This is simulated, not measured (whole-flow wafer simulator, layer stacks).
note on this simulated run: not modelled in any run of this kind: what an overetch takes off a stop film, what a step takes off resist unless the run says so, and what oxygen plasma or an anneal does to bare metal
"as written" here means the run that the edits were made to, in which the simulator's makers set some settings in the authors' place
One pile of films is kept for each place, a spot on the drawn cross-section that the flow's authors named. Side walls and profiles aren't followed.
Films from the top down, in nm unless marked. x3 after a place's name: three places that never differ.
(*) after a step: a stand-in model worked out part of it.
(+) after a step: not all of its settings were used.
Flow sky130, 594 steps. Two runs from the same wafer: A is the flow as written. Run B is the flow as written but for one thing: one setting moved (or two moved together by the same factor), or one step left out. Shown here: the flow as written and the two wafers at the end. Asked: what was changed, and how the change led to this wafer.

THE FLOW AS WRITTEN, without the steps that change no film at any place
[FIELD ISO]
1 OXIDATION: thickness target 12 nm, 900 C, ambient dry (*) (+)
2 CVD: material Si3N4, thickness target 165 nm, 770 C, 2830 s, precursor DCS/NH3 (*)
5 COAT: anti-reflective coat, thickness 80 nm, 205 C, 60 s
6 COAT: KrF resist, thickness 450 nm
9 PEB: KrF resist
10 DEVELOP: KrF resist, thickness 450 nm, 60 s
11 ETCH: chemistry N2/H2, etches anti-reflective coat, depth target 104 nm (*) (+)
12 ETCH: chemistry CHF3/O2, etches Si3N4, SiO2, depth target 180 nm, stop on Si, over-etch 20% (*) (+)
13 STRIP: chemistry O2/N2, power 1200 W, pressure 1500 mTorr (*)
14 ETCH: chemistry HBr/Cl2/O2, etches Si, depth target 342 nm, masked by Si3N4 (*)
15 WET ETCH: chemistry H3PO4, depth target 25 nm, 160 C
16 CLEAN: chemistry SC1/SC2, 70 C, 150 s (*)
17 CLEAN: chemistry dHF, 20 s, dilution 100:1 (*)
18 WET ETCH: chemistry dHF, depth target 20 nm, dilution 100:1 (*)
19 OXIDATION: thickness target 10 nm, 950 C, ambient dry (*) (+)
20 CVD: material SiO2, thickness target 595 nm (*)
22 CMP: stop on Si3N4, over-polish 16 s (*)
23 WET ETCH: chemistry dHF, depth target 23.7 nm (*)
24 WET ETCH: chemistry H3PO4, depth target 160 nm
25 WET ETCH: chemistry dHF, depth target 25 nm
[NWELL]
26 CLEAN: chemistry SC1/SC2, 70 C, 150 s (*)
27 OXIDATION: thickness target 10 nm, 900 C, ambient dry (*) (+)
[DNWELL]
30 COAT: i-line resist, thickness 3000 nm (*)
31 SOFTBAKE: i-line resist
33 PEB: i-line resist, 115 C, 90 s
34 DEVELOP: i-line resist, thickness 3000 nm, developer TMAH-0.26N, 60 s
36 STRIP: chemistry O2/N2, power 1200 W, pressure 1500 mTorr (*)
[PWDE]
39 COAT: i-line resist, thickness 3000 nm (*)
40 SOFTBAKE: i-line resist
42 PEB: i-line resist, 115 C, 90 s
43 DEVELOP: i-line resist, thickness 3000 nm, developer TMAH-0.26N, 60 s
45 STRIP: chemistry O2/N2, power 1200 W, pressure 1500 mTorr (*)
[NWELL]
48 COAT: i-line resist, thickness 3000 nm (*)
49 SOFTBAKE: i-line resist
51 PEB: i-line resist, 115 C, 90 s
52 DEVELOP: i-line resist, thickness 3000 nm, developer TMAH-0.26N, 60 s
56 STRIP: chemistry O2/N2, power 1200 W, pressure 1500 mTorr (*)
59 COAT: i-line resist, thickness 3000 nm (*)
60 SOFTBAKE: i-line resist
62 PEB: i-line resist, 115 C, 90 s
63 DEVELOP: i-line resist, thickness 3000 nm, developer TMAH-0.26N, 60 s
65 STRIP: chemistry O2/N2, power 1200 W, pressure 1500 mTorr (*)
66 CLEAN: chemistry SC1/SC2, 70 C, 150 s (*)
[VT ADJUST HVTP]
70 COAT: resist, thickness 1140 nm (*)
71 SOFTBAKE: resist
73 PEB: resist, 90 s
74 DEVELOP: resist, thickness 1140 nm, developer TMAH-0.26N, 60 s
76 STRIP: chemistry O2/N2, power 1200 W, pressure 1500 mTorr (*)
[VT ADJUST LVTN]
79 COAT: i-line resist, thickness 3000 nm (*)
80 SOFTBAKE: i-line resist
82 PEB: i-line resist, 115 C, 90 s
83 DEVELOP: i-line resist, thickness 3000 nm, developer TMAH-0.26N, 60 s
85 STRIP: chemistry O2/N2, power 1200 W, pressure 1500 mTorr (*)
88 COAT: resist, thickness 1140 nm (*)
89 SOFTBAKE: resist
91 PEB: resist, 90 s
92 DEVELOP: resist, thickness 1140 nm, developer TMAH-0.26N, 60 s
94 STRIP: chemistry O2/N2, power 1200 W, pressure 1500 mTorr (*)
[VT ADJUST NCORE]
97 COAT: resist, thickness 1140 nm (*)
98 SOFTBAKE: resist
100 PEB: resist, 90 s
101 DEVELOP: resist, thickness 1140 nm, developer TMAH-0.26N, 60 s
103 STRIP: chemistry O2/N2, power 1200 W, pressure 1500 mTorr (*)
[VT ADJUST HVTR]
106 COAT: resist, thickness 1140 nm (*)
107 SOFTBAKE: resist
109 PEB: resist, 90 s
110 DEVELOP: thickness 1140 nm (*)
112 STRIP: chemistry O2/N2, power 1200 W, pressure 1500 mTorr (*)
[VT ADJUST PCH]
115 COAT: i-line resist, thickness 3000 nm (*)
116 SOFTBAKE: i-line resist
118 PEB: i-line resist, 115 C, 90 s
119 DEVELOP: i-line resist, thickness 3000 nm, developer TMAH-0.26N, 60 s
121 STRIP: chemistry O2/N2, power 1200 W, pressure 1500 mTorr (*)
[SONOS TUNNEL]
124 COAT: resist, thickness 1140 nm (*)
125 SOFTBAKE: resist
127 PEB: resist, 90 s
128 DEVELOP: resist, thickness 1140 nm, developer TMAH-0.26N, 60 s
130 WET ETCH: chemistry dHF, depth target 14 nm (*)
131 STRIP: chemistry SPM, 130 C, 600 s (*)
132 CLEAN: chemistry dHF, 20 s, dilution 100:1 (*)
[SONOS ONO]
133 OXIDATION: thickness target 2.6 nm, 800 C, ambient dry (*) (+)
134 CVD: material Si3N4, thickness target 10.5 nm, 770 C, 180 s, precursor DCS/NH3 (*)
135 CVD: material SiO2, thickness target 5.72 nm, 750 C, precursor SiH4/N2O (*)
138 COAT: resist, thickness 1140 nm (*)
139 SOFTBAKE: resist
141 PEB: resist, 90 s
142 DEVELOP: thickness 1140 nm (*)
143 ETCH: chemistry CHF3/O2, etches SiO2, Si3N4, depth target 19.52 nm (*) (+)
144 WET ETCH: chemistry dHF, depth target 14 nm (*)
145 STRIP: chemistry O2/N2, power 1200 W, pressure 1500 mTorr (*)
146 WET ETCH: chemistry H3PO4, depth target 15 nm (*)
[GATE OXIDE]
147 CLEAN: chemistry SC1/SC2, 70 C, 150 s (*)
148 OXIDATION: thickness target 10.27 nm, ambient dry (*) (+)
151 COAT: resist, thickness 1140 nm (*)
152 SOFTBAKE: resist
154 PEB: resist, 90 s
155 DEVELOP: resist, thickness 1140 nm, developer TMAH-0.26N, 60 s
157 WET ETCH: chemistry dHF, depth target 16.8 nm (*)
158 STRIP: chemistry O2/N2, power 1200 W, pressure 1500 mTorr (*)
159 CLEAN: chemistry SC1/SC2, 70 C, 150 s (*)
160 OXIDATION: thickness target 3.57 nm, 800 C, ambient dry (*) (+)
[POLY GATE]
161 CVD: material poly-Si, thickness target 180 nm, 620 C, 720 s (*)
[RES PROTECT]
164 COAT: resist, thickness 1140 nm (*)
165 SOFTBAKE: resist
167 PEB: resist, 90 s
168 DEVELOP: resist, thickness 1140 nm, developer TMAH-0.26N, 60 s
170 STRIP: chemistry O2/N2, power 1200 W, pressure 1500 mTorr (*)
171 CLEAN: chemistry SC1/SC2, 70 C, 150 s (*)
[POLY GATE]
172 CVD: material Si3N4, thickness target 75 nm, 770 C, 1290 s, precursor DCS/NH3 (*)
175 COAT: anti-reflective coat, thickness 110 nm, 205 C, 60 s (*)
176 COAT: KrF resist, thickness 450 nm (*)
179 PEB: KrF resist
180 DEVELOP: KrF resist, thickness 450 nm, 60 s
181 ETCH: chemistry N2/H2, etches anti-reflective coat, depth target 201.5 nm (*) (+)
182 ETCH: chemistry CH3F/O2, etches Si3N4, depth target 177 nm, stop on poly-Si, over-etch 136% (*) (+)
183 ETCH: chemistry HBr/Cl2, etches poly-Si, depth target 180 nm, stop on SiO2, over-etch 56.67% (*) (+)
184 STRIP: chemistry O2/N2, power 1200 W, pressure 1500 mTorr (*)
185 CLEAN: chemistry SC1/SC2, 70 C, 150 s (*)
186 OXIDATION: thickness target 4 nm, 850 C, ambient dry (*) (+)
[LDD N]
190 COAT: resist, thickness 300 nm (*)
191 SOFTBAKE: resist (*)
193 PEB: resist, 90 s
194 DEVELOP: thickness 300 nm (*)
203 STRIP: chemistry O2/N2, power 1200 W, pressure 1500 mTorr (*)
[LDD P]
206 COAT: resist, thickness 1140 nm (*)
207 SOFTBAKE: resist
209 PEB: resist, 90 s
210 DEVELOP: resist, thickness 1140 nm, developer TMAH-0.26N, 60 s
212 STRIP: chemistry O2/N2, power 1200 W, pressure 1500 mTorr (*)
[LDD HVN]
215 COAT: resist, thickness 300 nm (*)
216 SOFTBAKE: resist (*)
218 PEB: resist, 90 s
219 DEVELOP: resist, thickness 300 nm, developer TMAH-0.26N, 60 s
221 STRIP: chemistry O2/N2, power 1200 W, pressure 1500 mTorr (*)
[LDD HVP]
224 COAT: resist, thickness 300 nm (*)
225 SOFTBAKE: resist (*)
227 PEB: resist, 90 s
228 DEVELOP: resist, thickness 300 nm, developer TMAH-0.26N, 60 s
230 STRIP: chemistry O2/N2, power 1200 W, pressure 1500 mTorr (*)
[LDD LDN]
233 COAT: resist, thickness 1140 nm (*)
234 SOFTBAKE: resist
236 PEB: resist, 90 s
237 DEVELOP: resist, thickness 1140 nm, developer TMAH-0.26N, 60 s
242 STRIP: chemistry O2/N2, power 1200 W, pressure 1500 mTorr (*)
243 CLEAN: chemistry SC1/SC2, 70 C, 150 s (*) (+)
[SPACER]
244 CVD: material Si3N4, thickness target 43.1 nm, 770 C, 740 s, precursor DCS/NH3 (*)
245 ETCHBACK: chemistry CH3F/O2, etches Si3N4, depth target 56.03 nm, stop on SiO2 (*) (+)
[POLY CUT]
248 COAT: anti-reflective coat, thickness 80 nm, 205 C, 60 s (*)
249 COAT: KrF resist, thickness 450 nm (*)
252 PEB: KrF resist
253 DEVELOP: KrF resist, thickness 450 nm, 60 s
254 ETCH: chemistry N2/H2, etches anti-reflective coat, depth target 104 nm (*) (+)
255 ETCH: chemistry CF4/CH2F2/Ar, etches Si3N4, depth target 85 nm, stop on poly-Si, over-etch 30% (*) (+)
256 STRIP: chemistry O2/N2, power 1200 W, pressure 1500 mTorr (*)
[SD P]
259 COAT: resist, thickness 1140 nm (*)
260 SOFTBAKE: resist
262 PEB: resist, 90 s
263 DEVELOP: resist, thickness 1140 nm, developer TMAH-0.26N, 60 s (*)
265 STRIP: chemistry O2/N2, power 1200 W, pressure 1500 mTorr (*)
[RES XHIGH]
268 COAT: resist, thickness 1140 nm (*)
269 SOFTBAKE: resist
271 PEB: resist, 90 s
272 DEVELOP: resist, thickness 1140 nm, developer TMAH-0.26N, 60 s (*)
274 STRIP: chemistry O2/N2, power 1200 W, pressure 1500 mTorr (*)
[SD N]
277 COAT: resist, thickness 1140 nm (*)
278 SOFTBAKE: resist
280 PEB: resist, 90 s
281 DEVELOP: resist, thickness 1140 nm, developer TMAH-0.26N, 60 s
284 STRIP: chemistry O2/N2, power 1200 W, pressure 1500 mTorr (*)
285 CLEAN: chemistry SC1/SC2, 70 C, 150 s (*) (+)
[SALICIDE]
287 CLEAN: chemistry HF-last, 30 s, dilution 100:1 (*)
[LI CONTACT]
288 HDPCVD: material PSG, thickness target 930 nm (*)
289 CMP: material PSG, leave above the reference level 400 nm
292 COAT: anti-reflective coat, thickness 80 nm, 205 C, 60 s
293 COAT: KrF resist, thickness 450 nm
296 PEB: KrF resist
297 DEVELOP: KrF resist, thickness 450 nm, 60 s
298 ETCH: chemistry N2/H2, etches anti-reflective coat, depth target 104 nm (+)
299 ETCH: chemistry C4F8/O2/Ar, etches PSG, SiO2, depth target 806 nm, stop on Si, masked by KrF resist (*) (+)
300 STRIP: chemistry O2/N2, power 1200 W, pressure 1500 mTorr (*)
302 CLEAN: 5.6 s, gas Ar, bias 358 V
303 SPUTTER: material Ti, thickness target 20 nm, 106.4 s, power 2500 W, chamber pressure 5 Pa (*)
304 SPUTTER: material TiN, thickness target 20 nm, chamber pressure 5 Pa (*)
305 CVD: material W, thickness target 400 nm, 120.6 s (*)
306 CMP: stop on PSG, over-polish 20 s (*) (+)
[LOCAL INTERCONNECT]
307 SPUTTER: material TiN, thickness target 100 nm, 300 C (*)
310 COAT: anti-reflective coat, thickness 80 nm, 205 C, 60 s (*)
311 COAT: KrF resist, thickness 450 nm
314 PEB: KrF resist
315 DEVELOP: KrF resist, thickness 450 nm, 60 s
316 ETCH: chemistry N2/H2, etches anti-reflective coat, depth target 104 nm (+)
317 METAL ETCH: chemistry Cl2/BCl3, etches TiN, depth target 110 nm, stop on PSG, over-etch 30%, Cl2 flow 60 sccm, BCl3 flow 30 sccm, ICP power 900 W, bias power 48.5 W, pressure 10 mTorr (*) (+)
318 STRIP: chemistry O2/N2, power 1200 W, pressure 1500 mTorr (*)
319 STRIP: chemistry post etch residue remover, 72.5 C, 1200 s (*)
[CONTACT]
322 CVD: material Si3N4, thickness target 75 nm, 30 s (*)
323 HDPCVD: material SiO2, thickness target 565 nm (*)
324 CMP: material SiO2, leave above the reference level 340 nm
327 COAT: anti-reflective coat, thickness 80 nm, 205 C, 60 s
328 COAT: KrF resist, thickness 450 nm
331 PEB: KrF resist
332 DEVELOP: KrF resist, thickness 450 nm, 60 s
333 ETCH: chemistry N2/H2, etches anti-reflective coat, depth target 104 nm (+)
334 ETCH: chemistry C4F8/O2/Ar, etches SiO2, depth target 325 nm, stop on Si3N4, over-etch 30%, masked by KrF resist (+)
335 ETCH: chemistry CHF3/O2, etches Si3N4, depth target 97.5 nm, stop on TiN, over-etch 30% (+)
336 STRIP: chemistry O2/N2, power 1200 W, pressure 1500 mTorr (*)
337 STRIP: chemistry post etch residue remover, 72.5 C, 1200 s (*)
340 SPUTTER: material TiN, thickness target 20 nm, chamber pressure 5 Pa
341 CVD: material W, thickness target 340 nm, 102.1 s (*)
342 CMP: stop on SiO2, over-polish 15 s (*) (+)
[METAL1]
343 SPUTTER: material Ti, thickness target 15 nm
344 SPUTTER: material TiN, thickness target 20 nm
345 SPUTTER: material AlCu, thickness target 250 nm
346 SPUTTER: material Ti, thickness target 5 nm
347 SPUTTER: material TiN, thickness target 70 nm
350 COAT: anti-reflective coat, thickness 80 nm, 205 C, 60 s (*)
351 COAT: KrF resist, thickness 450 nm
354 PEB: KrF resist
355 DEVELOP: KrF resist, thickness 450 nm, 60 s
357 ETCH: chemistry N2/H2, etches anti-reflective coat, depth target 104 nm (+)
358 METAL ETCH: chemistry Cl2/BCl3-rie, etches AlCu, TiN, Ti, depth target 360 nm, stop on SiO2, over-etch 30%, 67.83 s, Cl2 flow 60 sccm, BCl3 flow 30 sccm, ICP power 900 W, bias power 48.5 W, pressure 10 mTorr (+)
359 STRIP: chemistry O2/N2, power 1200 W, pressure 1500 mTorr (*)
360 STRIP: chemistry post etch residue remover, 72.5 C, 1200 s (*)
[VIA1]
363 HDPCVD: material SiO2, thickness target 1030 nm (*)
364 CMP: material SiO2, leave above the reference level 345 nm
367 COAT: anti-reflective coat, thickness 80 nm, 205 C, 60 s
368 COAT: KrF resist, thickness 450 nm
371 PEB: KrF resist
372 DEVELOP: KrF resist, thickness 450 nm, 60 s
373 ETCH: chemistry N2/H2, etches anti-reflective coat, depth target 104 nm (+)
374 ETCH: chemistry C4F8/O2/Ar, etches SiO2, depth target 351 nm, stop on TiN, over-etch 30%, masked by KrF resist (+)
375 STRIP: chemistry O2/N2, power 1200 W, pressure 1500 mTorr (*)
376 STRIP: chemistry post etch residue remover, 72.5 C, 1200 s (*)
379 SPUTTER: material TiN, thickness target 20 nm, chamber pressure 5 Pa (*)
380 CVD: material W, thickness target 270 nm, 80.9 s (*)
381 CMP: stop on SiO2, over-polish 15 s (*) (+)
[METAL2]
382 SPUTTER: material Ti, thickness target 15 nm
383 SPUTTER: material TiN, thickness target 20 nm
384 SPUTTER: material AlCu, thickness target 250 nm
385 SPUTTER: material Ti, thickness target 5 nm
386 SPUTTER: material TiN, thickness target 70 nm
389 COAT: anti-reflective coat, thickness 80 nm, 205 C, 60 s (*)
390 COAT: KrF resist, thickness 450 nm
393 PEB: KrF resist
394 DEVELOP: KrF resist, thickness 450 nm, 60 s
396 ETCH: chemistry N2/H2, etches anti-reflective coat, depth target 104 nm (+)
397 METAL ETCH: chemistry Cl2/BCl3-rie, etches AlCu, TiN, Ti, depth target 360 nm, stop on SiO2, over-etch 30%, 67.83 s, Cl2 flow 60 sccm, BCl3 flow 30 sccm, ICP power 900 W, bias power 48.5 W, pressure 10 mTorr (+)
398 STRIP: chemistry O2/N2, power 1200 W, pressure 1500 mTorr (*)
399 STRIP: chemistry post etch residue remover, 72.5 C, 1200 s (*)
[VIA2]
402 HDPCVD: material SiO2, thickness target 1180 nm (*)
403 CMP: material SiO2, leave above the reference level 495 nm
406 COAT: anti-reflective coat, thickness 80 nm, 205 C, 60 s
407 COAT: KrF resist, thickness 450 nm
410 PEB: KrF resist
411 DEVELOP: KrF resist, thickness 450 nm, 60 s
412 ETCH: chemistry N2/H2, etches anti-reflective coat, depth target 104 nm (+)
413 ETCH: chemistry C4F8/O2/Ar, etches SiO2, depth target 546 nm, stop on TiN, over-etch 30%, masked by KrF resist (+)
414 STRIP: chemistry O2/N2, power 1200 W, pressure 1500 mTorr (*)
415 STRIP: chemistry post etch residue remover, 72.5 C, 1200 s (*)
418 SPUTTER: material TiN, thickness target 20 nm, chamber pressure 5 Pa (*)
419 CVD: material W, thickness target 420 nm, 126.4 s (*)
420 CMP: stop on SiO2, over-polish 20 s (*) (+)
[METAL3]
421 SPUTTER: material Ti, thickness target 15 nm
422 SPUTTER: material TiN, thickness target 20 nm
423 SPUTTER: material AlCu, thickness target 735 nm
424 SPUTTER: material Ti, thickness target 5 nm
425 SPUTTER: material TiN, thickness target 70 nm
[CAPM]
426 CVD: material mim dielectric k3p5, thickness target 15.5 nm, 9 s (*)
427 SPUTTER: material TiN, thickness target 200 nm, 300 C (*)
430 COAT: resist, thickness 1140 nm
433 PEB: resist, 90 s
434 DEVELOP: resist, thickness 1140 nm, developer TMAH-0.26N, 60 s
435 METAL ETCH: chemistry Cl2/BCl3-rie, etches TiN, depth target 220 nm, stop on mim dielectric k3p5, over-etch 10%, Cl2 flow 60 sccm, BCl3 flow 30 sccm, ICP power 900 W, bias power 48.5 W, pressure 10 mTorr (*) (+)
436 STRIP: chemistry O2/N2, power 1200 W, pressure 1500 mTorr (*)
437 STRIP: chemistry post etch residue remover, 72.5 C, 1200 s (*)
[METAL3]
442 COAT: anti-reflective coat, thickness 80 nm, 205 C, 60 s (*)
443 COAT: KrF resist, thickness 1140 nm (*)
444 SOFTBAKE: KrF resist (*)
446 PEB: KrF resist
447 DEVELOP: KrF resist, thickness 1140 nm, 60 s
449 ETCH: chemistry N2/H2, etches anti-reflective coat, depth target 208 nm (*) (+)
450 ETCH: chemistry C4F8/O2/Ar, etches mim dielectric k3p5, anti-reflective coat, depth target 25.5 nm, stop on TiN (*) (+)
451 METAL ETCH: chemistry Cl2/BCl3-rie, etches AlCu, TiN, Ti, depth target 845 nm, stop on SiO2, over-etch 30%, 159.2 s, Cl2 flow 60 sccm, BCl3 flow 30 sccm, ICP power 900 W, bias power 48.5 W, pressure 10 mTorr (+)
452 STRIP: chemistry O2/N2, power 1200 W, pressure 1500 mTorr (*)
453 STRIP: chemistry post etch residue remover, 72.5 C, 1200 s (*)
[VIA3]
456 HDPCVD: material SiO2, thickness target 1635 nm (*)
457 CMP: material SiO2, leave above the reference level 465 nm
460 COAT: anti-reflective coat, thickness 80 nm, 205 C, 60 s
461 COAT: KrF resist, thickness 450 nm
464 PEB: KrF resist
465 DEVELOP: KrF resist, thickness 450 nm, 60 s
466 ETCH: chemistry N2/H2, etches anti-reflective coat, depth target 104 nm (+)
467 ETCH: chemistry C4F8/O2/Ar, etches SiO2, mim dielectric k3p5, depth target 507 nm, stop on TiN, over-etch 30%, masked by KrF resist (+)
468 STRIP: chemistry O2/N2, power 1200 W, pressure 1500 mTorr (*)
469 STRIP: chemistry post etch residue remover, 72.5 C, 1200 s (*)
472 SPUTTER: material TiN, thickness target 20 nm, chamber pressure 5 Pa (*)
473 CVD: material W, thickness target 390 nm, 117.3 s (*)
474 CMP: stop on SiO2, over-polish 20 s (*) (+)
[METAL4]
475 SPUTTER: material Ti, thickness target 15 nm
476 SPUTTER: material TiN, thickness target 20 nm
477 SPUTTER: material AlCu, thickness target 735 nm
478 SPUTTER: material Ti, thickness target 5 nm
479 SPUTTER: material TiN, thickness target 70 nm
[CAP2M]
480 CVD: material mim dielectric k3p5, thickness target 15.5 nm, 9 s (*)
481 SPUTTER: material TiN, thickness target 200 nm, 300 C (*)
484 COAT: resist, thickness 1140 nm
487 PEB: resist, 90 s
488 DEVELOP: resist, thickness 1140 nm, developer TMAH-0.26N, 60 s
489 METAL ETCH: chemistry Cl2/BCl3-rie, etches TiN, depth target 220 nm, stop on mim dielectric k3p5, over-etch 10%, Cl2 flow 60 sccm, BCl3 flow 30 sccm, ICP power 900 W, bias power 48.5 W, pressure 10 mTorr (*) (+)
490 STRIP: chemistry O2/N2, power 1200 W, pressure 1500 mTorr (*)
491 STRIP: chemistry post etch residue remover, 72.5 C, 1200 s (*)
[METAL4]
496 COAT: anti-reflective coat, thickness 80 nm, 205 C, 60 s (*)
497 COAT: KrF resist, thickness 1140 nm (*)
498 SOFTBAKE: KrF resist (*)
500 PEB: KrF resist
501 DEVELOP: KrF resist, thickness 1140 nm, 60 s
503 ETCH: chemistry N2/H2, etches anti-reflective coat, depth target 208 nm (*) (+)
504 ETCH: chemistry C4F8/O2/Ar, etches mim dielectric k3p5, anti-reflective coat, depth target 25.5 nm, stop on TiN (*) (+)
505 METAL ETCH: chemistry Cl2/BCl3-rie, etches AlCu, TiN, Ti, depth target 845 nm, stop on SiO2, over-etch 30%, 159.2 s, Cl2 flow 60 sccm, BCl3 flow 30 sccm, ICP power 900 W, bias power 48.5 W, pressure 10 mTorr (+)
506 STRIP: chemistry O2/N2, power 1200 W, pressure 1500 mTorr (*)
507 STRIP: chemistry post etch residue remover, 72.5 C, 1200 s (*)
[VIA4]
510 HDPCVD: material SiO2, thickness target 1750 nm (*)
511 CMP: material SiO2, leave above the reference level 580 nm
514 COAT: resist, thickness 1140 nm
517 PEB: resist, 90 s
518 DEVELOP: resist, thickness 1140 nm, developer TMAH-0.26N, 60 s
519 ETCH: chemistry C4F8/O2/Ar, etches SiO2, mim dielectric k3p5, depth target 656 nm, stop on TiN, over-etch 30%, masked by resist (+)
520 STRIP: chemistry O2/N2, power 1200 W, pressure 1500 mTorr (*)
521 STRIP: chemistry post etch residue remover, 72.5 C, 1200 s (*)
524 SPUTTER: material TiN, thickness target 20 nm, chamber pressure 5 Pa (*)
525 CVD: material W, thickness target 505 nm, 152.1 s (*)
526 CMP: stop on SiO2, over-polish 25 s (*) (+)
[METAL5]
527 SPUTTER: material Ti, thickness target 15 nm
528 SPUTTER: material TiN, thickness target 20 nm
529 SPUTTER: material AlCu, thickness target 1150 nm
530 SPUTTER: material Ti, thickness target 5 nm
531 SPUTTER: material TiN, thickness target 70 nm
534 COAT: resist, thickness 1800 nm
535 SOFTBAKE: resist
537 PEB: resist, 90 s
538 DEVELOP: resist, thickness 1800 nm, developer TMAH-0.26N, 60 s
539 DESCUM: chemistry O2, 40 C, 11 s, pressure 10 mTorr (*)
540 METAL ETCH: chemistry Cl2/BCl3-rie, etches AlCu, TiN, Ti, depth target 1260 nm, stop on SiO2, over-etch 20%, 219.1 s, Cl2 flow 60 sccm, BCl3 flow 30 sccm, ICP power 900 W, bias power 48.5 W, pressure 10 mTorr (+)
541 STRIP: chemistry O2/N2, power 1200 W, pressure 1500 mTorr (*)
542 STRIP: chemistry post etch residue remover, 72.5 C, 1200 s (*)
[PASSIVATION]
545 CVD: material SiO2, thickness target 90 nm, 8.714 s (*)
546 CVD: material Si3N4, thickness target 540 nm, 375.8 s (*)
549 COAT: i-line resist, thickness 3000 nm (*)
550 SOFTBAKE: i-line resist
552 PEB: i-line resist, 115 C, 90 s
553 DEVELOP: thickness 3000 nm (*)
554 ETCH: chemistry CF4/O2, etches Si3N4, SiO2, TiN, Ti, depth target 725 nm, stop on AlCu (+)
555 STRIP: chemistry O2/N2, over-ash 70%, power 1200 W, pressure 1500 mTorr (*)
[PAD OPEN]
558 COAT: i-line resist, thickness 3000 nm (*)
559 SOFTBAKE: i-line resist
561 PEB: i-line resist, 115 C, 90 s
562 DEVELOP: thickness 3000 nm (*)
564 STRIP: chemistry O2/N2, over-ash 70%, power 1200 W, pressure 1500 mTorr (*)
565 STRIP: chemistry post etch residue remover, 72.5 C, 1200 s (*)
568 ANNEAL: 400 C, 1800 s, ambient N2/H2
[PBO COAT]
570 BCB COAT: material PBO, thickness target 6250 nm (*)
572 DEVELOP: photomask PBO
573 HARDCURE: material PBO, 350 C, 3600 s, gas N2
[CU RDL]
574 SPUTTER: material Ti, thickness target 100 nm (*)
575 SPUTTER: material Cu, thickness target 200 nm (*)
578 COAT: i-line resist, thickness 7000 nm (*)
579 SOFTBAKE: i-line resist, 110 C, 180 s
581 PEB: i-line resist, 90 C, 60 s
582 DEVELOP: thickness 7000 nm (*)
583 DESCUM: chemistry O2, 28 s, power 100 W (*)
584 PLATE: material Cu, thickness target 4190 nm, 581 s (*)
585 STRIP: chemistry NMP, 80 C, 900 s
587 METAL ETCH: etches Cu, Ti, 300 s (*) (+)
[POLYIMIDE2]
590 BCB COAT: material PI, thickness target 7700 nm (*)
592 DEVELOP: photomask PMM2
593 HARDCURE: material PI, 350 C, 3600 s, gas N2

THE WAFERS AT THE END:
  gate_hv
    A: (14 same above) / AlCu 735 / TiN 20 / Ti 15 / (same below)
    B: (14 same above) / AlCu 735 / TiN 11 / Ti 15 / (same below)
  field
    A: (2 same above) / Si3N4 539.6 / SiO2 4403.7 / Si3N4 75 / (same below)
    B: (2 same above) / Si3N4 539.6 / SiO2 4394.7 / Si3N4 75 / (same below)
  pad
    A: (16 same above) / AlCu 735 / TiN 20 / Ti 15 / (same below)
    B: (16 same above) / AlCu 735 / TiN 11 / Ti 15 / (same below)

The cause: step 422, SPUTTER: thickness target 11 nm was run, where the flow has thickness target 20 nm.
It can be read off the wafer: gate_hv has TiN 11, and step 422 as written asks for 20 nm.

How the change led to this, step by step:
  422 SPUTTER: material TiN, thickness target 20 nm
      field, active, n_well and 188 more: A TiN +20 (new film) | B TiN +11 (new film)
  451 METAL ETCH: chemistry Cl2/BCl3-rie, etches AlCu, TiN, Ti, depth target 845 nm, stop on SiO2, over-etch 30%, 159.2 s, Cl2 flow 60 sccm, BCl3 flow 30 sccm, ICP power 900 W, bias power 48.5 W, pressure 10 mTorr (+)
      field, active, gate and 66 more: A TiN -70 (all of it), Ti -5 (all of it), AlCu -735 (all of it), TiN -20 (all of it), Ti -15 (all of it), SiO2 -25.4 | B TiN -70 (all of it), Ti -5 (all of it), AlCu -735 (all of it), TiN -11 (all of it), Ti -15 (all of it), SiO2 -26.2
      vpp_ln, vpp_iso2, ndiff_ln and 10 more: A TiN -70 (all of it), Ti -5 (all of it), AlCu -735 (all of it), TiN -20 (all of it), Ti -15 (all of it), SiO2 -25.3 | B TiN -70 (all of it), Ti -5 (all of it), AlCu -735 (all of it), TiN -11 (all of it), Ti -15 (all of it), SiO2 -26.2
      (and at 3 more places)
  457 CMP: material SiO2, leave above the reference level 465 nm
      field, active, gate and 82 more: A SiO2 -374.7 | B SiO2 -382.8
